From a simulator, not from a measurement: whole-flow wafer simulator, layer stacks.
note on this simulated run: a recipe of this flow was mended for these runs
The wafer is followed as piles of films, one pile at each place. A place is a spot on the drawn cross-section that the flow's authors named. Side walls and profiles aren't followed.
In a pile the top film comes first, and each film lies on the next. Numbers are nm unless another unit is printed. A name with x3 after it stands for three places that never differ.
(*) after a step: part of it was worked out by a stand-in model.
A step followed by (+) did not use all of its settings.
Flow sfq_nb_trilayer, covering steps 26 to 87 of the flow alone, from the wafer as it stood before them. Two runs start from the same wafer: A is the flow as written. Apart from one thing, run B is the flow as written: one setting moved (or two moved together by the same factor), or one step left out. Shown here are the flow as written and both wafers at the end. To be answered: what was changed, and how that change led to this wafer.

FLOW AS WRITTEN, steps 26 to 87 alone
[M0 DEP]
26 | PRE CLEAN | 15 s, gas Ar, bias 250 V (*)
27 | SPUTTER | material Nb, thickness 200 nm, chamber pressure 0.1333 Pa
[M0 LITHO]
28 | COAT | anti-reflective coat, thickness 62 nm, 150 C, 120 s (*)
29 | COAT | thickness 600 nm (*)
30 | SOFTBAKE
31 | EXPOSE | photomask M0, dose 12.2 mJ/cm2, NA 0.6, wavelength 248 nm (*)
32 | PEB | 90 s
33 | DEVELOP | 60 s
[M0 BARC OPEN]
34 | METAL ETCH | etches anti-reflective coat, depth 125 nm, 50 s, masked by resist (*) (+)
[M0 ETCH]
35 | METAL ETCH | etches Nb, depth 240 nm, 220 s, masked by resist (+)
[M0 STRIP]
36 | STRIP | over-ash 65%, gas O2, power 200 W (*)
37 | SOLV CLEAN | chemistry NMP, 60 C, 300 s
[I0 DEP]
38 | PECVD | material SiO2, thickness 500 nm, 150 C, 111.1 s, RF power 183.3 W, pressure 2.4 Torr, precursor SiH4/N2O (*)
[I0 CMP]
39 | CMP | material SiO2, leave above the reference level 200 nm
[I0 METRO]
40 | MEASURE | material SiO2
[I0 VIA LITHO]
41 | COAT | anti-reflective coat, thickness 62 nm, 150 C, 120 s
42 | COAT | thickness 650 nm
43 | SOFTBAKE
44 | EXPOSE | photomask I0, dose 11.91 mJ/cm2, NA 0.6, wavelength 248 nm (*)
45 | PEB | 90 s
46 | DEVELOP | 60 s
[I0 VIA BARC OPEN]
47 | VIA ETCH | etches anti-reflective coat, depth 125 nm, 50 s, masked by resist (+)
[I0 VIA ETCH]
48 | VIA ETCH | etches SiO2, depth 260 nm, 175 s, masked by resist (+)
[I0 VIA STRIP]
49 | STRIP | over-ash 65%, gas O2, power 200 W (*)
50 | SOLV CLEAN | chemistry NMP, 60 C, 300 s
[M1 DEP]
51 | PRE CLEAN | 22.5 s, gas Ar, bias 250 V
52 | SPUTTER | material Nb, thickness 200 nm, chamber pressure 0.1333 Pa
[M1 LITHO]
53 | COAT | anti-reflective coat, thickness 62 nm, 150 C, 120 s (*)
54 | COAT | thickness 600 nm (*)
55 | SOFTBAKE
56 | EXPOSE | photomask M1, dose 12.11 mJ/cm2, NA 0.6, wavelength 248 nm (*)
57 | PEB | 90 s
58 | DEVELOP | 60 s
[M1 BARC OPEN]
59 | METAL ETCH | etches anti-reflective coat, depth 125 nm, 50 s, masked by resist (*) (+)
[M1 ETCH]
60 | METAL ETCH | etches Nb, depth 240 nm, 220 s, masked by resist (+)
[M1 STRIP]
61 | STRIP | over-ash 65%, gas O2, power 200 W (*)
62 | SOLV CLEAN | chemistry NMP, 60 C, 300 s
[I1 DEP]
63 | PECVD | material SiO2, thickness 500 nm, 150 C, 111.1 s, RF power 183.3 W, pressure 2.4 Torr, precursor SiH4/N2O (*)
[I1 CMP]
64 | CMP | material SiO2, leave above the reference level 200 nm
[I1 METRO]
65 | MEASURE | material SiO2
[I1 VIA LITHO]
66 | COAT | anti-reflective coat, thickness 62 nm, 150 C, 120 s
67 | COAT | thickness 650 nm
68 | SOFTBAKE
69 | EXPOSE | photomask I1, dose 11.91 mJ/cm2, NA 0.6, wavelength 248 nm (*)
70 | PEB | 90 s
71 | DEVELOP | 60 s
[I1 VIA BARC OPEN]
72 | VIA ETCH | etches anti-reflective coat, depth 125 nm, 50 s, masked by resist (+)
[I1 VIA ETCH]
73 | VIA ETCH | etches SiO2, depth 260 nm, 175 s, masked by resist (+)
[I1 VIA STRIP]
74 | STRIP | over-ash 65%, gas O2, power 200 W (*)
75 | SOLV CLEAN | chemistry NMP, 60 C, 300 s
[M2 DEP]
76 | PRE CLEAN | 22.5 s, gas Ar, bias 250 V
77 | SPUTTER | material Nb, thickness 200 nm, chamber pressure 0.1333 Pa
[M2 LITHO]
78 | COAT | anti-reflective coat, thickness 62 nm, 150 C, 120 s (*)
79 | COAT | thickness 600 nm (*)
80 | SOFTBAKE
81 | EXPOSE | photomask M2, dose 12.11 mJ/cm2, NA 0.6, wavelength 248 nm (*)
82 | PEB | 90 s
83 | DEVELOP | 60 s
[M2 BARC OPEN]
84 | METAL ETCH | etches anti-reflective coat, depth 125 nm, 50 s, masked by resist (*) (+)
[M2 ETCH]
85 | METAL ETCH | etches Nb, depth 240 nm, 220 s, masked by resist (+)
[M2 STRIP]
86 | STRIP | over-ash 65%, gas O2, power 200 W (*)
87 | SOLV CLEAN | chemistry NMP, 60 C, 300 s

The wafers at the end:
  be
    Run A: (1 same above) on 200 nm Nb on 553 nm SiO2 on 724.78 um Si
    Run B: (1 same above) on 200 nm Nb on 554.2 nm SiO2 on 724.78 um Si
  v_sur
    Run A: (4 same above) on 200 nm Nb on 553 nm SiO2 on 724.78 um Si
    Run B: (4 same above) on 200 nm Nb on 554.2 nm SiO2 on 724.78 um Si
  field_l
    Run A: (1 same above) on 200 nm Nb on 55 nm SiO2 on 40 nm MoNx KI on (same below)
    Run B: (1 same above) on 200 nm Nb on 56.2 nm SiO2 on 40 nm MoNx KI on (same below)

Cause: step 26, PRE CLEAN: bias 175 V was run, whereas the flow has bias 250 V.

The path from the change to this, step by step:
  26 | PRE CLEAN | 15 s, gas Ar, bias 250 V (*)
      field_l, v_sur, via_wl and 102 more: A -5 SiO2 | B -3.83 SiO2
      l0v: A -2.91 MoNx KI | B -2.02 MoNx KI
